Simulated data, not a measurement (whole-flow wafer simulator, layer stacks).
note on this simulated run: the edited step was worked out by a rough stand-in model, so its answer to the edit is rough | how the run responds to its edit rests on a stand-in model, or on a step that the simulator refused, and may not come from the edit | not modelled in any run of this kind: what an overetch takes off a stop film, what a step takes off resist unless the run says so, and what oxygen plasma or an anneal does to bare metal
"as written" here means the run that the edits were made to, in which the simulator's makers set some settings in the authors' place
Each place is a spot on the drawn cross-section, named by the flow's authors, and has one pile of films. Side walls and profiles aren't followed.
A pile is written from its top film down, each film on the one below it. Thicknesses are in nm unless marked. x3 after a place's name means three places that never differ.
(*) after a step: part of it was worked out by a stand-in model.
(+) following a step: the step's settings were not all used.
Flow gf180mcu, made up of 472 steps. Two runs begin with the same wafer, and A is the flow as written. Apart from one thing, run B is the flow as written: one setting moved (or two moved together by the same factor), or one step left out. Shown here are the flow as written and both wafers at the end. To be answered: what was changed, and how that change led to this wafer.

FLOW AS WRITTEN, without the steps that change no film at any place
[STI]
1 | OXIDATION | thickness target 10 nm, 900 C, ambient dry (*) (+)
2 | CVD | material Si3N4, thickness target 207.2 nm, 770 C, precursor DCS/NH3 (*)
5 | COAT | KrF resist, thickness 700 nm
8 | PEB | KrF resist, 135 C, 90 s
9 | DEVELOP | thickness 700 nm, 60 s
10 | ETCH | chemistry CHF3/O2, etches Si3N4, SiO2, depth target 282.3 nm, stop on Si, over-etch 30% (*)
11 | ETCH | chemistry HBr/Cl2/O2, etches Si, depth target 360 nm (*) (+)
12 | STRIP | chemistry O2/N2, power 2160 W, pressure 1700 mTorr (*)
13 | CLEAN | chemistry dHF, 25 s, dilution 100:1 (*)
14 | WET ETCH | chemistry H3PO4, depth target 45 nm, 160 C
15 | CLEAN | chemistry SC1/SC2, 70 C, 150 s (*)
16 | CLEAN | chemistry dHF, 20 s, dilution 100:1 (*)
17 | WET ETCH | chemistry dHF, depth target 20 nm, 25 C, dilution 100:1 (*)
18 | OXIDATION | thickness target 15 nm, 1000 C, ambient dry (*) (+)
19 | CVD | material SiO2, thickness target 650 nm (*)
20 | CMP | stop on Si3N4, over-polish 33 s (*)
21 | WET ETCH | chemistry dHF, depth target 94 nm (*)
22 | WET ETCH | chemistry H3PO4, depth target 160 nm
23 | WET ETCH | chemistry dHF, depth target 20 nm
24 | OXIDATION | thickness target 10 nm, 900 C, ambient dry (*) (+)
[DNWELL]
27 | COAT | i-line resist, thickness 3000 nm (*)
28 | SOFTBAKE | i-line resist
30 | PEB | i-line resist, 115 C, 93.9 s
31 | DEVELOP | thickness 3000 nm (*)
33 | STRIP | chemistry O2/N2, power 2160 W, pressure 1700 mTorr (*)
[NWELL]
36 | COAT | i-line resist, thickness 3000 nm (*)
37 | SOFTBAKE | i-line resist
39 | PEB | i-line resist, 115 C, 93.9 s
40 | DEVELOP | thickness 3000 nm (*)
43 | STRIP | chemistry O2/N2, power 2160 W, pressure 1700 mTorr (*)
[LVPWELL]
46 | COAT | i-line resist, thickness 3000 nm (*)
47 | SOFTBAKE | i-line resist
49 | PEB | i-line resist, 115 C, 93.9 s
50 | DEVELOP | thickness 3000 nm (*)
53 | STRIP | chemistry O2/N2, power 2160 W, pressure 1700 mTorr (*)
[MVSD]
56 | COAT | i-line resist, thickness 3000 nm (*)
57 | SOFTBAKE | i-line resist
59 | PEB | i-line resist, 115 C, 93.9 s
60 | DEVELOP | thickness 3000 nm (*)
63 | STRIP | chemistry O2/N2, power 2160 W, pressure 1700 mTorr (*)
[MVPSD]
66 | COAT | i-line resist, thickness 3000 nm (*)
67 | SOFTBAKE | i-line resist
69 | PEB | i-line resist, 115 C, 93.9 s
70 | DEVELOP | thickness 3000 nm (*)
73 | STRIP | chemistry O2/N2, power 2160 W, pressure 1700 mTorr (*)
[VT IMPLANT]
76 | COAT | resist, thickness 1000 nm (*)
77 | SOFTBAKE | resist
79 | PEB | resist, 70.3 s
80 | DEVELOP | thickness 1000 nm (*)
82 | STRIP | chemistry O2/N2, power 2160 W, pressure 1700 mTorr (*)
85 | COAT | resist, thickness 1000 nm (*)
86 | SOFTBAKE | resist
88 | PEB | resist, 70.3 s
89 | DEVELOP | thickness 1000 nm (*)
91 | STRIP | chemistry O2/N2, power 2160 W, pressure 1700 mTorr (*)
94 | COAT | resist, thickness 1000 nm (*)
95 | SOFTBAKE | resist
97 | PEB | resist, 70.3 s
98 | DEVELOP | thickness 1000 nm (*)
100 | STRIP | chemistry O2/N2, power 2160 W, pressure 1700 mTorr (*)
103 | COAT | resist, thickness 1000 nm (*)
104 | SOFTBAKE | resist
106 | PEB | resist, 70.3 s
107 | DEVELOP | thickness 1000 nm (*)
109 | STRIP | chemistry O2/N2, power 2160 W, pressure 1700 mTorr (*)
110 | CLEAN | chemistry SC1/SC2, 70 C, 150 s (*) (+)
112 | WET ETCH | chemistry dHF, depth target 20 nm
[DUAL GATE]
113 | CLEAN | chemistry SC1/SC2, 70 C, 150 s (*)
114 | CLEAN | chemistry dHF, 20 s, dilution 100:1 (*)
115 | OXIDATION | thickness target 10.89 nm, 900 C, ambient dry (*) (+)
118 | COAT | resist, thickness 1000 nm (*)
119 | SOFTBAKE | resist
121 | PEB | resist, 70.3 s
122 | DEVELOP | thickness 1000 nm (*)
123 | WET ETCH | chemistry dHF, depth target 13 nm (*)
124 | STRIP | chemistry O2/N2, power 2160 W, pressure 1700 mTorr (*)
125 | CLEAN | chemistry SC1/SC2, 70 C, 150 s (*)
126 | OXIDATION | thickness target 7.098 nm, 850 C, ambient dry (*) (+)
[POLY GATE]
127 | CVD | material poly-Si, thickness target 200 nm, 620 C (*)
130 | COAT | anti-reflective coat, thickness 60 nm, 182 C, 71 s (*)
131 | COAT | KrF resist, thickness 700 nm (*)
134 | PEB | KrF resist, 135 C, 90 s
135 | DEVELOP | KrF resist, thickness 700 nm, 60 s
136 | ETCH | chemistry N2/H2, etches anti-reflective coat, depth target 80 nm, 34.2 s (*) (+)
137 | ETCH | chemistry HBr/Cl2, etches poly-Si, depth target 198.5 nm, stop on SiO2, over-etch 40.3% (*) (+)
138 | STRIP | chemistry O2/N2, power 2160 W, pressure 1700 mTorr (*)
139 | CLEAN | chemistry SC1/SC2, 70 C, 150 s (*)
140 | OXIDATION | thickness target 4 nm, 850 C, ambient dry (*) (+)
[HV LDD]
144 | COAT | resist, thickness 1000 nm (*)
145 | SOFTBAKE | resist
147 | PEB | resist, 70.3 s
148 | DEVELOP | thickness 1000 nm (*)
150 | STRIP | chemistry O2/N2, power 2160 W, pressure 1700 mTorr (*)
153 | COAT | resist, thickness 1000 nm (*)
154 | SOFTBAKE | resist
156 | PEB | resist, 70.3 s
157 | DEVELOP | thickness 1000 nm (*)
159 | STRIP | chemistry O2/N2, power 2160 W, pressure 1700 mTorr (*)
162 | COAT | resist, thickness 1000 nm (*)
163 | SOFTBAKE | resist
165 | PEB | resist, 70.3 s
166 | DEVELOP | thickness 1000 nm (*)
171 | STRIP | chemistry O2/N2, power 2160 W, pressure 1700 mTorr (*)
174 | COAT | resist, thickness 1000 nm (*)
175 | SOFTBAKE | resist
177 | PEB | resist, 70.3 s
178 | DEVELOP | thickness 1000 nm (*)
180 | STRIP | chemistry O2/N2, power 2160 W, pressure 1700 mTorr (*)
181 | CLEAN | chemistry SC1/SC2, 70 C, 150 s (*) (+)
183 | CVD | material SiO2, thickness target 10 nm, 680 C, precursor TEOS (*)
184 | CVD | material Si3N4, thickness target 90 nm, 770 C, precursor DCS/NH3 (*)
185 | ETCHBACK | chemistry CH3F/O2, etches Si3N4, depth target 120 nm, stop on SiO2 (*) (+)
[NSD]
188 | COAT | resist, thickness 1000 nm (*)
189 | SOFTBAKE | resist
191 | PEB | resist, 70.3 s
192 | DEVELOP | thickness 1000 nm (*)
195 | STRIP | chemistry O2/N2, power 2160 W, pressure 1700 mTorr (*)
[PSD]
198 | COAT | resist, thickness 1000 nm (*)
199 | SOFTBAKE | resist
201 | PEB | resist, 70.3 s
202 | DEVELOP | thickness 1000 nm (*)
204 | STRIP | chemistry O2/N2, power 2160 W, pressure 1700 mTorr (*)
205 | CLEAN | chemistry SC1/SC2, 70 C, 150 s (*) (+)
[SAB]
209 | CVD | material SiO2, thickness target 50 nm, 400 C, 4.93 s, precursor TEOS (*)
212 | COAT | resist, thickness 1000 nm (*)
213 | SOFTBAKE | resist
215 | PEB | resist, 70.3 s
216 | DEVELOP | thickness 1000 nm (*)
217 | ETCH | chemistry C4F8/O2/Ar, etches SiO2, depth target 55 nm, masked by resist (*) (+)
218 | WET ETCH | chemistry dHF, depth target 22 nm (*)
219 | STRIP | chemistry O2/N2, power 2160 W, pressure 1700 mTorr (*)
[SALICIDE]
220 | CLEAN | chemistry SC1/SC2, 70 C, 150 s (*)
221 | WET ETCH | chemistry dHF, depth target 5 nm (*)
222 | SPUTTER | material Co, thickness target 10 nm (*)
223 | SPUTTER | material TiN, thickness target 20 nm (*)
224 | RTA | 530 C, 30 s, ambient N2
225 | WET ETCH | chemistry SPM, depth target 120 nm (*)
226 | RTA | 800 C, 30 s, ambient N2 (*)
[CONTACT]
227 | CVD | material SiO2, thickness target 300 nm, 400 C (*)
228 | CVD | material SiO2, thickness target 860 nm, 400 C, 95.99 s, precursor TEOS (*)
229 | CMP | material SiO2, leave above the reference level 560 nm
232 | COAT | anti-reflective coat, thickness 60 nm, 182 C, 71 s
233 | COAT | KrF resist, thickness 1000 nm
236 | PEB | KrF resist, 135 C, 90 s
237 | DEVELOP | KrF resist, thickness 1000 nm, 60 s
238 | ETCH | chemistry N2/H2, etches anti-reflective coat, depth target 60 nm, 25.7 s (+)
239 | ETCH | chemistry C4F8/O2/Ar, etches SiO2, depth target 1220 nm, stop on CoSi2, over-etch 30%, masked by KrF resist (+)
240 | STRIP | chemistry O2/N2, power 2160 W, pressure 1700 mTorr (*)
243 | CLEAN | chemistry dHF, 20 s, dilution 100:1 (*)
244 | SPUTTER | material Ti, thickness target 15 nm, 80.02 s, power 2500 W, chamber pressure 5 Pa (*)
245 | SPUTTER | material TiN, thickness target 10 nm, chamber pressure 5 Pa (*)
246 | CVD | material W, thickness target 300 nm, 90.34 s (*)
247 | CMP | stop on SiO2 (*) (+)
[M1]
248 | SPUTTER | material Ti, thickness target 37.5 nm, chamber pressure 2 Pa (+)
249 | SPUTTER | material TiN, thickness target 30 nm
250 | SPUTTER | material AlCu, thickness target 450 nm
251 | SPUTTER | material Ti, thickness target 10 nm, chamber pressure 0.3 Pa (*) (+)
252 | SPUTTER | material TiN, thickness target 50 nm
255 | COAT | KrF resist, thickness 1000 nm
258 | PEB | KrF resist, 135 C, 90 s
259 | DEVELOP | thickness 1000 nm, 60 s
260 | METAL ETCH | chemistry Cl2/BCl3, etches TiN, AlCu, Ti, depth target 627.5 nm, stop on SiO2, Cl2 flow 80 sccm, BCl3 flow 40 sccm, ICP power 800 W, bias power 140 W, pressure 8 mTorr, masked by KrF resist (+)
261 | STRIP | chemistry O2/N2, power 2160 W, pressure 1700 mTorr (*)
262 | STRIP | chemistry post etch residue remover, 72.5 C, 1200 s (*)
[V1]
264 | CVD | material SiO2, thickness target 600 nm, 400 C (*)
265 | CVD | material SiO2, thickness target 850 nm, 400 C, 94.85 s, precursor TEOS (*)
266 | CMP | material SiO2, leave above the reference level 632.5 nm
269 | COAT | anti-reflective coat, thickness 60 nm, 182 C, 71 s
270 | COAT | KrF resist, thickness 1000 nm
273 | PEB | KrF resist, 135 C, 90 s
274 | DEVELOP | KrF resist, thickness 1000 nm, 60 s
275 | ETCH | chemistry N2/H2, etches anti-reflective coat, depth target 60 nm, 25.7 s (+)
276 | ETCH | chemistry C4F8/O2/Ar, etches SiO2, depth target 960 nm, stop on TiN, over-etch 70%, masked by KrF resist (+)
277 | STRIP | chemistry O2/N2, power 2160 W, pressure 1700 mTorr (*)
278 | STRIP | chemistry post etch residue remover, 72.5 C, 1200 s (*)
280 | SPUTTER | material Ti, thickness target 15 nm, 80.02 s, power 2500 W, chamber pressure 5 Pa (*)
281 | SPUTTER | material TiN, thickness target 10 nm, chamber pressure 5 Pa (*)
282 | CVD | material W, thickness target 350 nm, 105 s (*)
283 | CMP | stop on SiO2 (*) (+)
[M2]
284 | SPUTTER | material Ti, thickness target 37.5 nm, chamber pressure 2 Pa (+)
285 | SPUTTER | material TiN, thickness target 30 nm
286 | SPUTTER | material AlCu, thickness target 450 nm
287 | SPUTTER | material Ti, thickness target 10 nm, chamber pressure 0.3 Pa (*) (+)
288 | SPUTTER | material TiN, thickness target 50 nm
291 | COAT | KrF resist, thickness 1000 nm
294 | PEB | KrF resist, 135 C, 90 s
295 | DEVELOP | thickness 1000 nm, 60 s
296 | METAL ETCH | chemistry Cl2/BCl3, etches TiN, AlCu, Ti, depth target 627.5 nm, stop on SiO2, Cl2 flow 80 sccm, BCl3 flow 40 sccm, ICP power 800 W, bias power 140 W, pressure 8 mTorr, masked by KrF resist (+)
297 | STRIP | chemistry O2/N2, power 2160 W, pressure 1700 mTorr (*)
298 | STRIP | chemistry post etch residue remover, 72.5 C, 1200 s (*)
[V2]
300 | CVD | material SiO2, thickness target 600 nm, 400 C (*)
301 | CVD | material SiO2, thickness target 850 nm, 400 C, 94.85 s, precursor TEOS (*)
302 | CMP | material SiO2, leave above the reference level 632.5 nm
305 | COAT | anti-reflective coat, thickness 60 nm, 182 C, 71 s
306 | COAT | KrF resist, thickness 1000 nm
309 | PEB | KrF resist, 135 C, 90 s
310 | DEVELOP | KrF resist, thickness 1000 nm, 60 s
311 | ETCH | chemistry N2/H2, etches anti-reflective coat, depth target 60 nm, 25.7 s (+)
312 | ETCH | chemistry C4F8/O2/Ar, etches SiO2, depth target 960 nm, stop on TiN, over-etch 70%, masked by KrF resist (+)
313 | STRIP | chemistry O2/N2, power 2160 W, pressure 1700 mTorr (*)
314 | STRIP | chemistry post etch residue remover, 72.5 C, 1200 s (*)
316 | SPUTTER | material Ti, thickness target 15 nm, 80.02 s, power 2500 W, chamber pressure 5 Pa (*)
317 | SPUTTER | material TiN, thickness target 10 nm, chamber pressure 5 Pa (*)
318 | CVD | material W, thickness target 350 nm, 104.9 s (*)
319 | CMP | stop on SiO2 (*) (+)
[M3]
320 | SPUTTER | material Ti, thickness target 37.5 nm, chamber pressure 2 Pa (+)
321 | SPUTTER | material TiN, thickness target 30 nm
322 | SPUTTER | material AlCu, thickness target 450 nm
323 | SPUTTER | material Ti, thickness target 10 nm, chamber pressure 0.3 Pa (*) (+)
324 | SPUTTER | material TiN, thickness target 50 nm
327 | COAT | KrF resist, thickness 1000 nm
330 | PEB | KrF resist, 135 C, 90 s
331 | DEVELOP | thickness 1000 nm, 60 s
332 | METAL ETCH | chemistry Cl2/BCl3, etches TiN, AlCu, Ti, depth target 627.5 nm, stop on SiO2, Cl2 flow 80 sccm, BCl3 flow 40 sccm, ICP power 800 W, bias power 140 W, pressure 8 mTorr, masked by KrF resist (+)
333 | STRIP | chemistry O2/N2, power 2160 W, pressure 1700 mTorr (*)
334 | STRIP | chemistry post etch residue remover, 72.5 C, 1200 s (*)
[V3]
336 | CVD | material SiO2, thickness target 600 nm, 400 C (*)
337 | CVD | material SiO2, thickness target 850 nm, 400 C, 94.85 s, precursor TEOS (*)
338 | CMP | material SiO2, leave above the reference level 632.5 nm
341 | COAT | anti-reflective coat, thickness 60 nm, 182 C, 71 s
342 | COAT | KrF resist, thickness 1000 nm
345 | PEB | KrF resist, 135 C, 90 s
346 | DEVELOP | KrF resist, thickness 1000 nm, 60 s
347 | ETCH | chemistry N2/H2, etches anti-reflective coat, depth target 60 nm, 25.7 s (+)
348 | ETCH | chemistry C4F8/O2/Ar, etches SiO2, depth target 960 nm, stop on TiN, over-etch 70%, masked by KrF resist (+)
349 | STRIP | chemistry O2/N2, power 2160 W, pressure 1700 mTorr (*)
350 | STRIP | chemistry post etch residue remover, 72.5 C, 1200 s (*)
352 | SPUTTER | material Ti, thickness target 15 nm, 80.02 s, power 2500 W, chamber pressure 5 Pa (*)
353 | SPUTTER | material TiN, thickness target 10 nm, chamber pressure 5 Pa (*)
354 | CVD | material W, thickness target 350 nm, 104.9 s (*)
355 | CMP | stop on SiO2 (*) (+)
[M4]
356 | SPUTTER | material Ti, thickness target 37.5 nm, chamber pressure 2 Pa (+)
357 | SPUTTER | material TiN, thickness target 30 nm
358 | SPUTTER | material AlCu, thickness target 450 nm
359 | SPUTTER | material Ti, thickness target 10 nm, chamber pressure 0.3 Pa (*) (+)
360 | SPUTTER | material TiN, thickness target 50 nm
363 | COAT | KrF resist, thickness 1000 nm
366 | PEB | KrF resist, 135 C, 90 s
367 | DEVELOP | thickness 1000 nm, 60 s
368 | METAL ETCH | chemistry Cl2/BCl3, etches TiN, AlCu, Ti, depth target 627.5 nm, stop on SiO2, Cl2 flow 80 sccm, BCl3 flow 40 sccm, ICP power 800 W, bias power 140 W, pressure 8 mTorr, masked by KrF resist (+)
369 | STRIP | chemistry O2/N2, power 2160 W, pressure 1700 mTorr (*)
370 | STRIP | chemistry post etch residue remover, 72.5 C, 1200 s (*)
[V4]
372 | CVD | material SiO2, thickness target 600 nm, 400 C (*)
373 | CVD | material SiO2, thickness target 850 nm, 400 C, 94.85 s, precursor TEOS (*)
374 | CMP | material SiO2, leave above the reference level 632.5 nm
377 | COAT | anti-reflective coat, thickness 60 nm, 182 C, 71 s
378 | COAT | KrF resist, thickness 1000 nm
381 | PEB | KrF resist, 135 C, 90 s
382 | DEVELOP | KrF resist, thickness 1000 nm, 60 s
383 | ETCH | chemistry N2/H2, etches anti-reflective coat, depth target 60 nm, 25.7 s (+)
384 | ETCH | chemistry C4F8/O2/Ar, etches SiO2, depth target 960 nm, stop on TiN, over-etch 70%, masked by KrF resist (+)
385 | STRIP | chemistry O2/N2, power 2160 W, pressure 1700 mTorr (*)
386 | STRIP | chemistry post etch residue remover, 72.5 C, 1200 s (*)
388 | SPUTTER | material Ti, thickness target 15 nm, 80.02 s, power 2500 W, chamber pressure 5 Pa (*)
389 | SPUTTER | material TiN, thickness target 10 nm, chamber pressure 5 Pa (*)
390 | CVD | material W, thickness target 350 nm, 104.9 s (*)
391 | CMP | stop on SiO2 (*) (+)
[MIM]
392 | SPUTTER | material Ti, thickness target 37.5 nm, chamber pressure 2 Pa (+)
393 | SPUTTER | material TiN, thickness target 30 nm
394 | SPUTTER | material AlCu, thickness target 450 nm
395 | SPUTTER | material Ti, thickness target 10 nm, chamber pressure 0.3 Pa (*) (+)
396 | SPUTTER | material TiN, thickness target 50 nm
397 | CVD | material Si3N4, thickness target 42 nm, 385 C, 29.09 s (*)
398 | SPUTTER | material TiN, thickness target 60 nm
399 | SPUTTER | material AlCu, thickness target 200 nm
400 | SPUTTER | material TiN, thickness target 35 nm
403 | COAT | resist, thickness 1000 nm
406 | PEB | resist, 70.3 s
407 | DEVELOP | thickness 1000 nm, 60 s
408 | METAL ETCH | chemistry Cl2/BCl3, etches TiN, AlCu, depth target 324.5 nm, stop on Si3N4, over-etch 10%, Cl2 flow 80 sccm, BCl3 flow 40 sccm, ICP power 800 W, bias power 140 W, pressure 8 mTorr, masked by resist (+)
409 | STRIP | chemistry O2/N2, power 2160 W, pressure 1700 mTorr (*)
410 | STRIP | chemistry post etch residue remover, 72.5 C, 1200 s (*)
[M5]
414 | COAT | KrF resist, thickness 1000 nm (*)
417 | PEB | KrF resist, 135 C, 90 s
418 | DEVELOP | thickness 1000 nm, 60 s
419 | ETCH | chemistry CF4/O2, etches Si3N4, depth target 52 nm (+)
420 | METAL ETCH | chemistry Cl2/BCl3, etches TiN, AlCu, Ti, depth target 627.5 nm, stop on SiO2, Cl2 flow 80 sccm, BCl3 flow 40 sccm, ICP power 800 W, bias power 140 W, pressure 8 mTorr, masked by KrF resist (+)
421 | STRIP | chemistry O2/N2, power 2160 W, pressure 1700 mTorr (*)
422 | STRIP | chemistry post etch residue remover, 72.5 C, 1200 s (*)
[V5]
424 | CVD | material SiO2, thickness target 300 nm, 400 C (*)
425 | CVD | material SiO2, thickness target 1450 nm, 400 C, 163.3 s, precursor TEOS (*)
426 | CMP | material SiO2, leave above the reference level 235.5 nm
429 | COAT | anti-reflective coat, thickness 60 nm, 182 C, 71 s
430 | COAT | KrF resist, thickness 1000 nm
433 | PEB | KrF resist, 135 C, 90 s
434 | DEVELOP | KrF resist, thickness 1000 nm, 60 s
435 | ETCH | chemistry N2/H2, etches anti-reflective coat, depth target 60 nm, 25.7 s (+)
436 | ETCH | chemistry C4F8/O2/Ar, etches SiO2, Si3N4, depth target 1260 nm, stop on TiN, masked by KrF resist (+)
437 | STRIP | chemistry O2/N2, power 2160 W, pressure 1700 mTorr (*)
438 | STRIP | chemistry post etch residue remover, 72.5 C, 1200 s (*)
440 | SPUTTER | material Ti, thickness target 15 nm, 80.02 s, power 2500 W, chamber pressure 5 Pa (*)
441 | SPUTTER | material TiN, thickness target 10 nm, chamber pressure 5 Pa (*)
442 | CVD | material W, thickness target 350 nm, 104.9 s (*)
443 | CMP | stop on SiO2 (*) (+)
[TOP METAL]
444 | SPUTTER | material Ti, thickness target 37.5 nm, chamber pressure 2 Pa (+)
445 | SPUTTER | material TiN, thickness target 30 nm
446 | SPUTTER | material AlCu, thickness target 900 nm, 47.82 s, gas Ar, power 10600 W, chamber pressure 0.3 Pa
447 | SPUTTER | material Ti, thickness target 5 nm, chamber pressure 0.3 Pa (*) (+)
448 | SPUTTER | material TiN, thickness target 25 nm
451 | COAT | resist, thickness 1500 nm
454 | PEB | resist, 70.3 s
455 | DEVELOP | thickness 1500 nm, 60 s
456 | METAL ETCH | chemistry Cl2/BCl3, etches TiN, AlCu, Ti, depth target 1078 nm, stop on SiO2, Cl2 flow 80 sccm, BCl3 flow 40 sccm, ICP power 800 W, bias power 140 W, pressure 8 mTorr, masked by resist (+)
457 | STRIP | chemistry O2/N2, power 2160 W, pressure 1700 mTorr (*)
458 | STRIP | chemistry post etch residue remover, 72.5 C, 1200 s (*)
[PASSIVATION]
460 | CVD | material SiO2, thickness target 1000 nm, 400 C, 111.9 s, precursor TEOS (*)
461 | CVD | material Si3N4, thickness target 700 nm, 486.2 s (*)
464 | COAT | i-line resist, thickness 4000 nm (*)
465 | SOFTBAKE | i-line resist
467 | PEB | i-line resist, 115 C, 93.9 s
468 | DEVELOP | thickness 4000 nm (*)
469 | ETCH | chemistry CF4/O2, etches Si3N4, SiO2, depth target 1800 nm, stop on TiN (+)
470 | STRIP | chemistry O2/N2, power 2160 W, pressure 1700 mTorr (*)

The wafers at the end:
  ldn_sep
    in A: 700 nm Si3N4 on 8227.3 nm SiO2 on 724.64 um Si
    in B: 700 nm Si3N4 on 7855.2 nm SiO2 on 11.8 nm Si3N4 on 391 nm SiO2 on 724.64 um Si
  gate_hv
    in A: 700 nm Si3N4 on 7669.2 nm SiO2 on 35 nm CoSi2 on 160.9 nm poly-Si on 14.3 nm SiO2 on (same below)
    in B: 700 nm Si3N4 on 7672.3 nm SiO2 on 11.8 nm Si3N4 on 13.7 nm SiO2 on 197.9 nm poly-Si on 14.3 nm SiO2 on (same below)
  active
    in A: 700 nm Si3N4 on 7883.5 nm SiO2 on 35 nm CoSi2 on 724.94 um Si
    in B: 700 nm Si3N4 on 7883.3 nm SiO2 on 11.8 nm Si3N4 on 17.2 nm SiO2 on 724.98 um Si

Cause: step 184, CVD: thickness target 136 nm was run, whereas the flow has thickness target 90 nm.

The path from the change to this, step by step:
  184 | CVD | material Si3N4, thickness target 90 nm, 770 C, precursor DCS/NH3 (*)
      field, field__w1, field__w2 and 101 more: A Si3N4 gains 90 (new film) | B Si3N4 gains 136 (new film)
  185 | ETCHBACK | chemistry CH3F/O2, etches Si3N4, depth target 120 nm, stop on SiO2 (*) (+)
      field, field__w1, field__w2 and 100 more: A Si3N4 loses 90 (all of it), SiO2 loses 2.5 | B Si3N4 loses 120
  188 | COAT | resist, thickness 1000 nm (*)
      spacer: A resist gains 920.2 (new film) | B resist gains 893.1 (new film)
  189 | SOFTBAKE | resist
      field__w9: A resist gains 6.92 | B resist loses 3.04
      field__w11: A resist gains 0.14 | B resist loses 0.42
      (and at 25 other places as well)
  192 | DEVELOP | thickness 1000 nm (*)
      spacer: A resist loses 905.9 (all of it) | B resist loses 879.3 (all of it)
  198 | COAT | resist, thickness 1000 nm (*)
      field__w9: A resist gains 1041.8 (new film) | B resist gains 1063.1 (new film)
      spacer: A resist gains 920.2 (new film) | B resist gains 893.1 (new film)
  199 | SOFTBAKE | resist
      field__w9: A resist gains 6.92 | B resist loses 3.04
      field__w11: A resist gains 0.14 | B resist loses 0.42
      (and at 26 other places as well)
  204 | STRIP | chemistry O2/N2, power 2160 W, pressure 1700 mTorr (*)
      spacer: A resist loses 905.9 (all of it) | B resist loses 879.3 (all of it)
  205 | CLEAN | chemistry SC1/SC2, 70 C, 150 s (*) (+)
      field, field__w1, field__w2 and 105 more: A SiO2 loses 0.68 | B Si3N4 loses 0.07
  209 | CVD | material SiO2, thickness target 50 nm, 400 C, 4.93 s, precursor TEOS (*)
      field, field__w7, field__w8 and 73 more: A SiO2 gains 50 | B SiO2 gains 50 (new film)
      field_sub__w1, field_sub__w3, field_sub__w4, field_sub__w5, ld_drift_n: A SiO2 gains 48.9 | B SiO2 gains 48.8 (new film)
      (and at 27 other places as well)
  212 | COAT | resist, thickness 1000 nm (*)
      spacer: A resist gains 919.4 (new film) | B resist gains 892.5 (new film)
  213 | SOFTBAKE | resist
      npoly_sal: A resist loses 0.55 | B resist gains 0.47
      field__w1: A resist gains 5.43 | B resist gains 5.96
      (and at 19 other places as well)
  216 | DEVELOP | thickness 1000 nm (*)
      spacer: A resist loses 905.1 (all of it) | B resist loses 878.8 (all of it)
  217 | ETCH | chemistry C4F8/O2/Ar, etches SiO2, depth target 55 nm, masked by resist (*) (+)
      field, field__w7, field__w8 and 70 more: A SiO2 loses 55 | B SiO2 loses 50 (all of it), Si3N4 loses 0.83
      field_sub__w1, field_sub__w3, field_sub__w4, field_sub__w5, ld_drift_n: A SiO2 loses 55 | B SiO2 loses 48.8 (all of it), Si3N4 loses 1.04
      (and at 21 other places as well)
  218 | WET ETCH | chemistry dHF, depth target 22 nm (*)
      gate, gate_hv, gate_p and 23 more: A SiO2 loses 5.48 (all of it) | B Si3N4 loses 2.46
      field, field__w10, sti and 14 more: A SiO2 loses 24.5 | B Si3N4 loses 2.46
      (and at 56 other places as well)
  219 | STRIP | chemistry O2/N2, power 2160 W, pressure 1700 mTorr (*)
      gate, gate_hv, gate_p and 23 more: A chemical SiO2 gains 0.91 (new film), poly-Si loses 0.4 | B nothing
      active, p_well, sd_n and 20 more: A chemical SiO2 gains 0.91 (new film), Si loses 0.4 | B nothing
  ... another 14 steps ...
  471 | ANNEAL | 400 C, 1800 s, ambient N2/H2
      polyc_n, polyc_p: A nothing | B under 9 films: void gains 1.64 (new film), Ti loses 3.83, TiSi first gains 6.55 (new film), poly-Si loses 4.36
      contact: A nothing | B under 49 films: void gains 1.62 (new film), Ti loses 3.83, TiSi first gains 6.55 (new film), Si loses 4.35
If metal films that touch count as one body, gate_hv has 0 bodies; the flow as written gives 1 body.
If metal films that touch count as one body, active has 0 bodies; the flow as written gives 1 body.
